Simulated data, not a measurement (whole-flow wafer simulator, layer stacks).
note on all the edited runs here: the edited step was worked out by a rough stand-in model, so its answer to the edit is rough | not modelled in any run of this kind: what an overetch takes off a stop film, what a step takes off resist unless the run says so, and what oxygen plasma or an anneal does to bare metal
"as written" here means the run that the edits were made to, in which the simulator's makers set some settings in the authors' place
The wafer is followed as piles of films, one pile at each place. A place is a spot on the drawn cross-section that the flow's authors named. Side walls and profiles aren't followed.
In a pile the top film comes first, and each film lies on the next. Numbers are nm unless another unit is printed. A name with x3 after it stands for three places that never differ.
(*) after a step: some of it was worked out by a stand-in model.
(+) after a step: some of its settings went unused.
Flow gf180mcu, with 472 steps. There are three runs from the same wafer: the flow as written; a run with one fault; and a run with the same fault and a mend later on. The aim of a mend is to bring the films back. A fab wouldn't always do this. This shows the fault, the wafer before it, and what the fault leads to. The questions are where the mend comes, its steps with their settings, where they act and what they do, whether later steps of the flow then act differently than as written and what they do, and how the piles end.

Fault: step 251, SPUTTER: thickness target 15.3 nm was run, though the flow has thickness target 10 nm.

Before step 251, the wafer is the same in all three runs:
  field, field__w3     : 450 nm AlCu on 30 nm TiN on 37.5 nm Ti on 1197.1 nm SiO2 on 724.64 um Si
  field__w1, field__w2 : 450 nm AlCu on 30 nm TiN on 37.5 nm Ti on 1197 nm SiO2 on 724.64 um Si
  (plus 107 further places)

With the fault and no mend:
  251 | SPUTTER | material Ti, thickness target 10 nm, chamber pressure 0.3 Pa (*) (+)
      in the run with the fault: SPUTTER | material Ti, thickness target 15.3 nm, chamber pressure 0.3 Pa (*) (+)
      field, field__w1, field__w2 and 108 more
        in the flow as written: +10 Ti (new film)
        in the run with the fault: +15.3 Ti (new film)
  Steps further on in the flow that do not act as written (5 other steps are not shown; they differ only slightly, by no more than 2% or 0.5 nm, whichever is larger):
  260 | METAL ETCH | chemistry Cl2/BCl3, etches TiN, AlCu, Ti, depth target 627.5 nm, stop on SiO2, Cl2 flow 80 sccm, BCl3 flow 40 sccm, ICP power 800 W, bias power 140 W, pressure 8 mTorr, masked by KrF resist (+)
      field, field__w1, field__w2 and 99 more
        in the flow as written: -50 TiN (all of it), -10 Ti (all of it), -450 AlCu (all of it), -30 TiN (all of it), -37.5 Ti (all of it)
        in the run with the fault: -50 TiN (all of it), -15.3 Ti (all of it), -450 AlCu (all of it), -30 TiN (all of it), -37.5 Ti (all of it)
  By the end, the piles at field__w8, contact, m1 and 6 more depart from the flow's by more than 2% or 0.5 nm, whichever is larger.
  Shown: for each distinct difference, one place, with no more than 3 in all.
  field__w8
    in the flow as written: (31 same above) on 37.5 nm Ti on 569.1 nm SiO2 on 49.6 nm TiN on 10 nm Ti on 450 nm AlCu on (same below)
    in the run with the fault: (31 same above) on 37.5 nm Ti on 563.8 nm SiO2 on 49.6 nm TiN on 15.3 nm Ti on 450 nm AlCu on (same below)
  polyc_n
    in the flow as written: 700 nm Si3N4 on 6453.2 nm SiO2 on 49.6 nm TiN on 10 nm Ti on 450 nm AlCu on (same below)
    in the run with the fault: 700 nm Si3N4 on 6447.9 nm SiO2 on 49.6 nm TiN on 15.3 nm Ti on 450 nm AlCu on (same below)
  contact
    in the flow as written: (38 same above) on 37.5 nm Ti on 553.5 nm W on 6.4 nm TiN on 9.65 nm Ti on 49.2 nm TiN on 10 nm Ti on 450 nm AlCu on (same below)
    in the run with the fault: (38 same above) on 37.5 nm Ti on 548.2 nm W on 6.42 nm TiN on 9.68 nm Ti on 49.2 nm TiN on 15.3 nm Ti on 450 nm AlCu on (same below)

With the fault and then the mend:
  The mend stands after step 251.
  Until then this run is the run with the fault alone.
  251a | METAL ETCH | chemistry Cl2/BCl3, etches TiN, AlCu, Ti, depth target 5.3 nm, Cl2 flow 80 sccm, BCl3 flow 40 sccm, ICP power 800 W, bias power 140 W, pressure 8 mTorr
      field, field__w1, field__w2 and 108 more
        -5.3 Ti
  Every later step of the flow that is run acts as written at every place that is followed.
  At every place that both follow, the piles at the end match the flow's.
